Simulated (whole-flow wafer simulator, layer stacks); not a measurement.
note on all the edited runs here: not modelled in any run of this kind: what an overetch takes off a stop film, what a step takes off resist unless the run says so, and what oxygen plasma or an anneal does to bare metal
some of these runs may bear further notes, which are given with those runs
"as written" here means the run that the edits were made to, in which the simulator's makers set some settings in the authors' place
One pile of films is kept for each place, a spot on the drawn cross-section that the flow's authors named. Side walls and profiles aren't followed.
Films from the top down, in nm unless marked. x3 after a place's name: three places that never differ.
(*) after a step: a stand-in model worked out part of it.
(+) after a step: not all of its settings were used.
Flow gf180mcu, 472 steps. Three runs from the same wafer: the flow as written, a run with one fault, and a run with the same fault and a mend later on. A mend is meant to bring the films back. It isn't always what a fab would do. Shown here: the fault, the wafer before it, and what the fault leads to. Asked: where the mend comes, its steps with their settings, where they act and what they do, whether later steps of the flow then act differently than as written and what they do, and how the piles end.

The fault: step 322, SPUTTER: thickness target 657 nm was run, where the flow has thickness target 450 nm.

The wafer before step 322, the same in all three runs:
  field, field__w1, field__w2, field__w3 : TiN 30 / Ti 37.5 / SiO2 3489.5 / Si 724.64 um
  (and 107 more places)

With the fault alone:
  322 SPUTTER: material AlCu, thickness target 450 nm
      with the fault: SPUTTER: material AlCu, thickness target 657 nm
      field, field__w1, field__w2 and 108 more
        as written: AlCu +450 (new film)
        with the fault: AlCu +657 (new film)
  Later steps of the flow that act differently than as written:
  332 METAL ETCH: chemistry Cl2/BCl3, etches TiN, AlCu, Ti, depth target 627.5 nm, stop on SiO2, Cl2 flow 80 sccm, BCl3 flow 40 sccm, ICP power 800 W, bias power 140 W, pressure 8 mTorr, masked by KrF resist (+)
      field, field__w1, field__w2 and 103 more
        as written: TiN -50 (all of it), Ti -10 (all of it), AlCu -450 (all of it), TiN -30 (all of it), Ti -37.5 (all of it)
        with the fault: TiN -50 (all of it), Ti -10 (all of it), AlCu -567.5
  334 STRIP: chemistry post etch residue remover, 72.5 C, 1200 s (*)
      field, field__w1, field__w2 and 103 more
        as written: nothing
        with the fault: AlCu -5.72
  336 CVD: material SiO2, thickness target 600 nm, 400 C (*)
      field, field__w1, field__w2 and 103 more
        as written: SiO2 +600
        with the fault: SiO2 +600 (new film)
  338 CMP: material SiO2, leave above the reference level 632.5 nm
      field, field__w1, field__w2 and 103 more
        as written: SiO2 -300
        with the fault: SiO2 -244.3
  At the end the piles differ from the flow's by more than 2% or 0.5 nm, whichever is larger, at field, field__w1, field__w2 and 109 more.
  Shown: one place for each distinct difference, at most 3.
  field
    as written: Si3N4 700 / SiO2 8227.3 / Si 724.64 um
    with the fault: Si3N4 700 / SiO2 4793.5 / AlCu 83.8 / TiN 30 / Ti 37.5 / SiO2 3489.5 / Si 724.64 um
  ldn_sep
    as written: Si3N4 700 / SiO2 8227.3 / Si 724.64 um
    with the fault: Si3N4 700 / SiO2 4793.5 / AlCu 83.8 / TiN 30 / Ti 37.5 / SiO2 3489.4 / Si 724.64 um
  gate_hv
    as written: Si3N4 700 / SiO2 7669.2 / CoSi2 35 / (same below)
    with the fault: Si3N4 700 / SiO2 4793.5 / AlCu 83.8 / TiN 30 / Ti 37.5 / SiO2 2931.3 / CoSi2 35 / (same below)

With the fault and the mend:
  The mend comes after step 322.
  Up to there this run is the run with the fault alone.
  322a METAL ETCH: chemistry Cl2/BCl3, etches TiN, AlCu, Ti, depth target 207 nm, Cl2 flow 80 sccm, BCl3 flow 40 sccm, ICP power 800 W, bias power 140 W, pressure 8 mTorr (the flow's step 260 once more, with other settings)
      field, field__w1, field__w2 and 108 more
        AlCu -207
  No later step of the flow acts differently than as written at any place that is followed.
  At the end the piles are the same as the flow's at every place that both follow.
